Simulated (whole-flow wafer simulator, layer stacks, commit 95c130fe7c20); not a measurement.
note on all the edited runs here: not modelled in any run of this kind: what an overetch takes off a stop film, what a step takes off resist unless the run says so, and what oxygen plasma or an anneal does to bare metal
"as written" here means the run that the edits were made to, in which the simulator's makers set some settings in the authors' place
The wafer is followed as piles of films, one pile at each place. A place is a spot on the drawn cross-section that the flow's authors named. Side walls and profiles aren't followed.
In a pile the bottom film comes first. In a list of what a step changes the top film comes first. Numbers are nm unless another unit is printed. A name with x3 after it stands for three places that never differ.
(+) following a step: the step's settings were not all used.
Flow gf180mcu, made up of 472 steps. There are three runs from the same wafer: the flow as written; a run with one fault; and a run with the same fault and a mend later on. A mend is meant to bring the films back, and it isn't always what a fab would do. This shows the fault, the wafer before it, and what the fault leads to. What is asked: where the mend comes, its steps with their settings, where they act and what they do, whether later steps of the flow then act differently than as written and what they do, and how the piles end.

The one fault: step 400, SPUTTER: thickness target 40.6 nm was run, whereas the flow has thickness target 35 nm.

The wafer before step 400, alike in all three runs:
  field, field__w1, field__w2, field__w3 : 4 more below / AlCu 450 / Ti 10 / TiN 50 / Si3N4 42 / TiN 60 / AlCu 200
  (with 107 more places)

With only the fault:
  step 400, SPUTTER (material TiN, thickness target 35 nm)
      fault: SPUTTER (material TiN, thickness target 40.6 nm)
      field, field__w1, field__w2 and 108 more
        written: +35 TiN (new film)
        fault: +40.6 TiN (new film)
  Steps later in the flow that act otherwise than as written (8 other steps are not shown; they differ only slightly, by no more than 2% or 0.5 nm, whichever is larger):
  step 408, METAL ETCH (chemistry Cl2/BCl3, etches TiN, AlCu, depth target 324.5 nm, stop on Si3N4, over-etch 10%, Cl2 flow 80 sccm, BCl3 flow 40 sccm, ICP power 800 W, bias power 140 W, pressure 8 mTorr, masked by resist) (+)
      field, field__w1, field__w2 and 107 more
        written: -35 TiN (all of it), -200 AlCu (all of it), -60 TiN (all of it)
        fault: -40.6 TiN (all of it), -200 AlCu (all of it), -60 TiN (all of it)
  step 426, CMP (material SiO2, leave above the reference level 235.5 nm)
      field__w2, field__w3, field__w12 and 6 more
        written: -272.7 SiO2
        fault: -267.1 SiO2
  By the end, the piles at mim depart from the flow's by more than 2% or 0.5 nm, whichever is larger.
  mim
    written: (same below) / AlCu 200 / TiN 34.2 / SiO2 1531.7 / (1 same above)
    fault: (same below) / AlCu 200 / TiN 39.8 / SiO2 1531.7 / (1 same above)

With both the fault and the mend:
  The mend follows step 400.
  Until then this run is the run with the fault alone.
  step 400a, METAL ETCH (chemistry Cl2/BCl3, etches TiN, AlCu, Ti, depth target 5.6 nm, Cl2 flow 80 sccm, BCl3 flow 40 sccm, ICP power 800 W, bias power 140 W, pressure 8 mTorr) (the flow's step 260, run once more with other settings)
      field, field__w1, field__w2 and 108 more
        -5.6 TiN
  None of the later steps of the flow acts differently than as written at any place that is followed.
  By the end, the piles equal the flow's at every place that both follow.
